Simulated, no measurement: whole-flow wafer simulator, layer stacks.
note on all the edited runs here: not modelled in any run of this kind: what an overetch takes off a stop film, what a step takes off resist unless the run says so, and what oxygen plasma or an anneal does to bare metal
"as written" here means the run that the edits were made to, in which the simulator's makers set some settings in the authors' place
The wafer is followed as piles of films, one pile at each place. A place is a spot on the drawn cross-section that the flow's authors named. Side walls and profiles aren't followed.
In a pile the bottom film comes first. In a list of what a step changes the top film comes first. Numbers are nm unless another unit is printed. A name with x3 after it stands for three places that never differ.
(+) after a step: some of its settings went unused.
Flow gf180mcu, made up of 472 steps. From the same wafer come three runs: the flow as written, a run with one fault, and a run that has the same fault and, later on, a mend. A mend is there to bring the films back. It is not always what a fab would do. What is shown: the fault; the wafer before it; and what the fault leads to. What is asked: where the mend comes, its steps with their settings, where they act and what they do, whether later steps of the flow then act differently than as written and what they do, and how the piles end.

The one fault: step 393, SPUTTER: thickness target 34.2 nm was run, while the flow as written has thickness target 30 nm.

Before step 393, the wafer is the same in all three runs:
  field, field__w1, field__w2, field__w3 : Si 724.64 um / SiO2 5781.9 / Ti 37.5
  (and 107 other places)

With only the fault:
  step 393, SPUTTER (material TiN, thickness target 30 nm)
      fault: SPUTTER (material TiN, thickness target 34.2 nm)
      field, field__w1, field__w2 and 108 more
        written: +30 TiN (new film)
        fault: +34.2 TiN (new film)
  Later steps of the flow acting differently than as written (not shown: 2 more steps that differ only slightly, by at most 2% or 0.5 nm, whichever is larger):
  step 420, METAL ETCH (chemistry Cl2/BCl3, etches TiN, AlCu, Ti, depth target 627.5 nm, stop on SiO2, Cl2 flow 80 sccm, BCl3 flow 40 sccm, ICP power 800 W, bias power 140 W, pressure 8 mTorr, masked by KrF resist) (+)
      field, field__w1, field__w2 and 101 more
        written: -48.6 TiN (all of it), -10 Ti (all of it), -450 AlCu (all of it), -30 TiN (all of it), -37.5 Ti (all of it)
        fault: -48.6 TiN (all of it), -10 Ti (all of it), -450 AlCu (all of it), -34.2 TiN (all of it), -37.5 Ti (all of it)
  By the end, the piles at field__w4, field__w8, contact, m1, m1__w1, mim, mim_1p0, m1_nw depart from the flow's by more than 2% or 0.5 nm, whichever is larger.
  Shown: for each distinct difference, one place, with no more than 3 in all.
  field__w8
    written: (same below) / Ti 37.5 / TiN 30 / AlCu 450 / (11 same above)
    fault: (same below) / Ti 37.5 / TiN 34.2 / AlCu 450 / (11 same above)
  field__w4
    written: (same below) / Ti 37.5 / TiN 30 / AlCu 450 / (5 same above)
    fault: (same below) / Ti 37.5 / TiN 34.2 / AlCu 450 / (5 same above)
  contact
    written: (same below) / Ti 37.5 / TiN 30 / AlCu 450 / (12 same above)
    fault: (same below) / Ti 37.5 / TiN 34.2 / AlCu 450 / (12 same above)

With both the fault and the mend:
  The mend follows step 393.
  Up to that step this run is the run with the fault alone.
  step 393a, METAL ETCH (chemistry Cl2/BCl3, etches TiN, AlCu, Ti, depth target 4.2 nm, Cl2 flow 80 sccm, BCl3 flow 40 sccm, ICP power 800 W, bias power 140 W, pressure 8 mTorr) (a further turn of the flow's step 260, with different settings)
      field, field__w1, field__w2 and 108 more
        -4.2 TiN
  Every later step of the flow that is run acts as written at every place that is followed.
  The piles end the same as the flow's at every place that both follow.
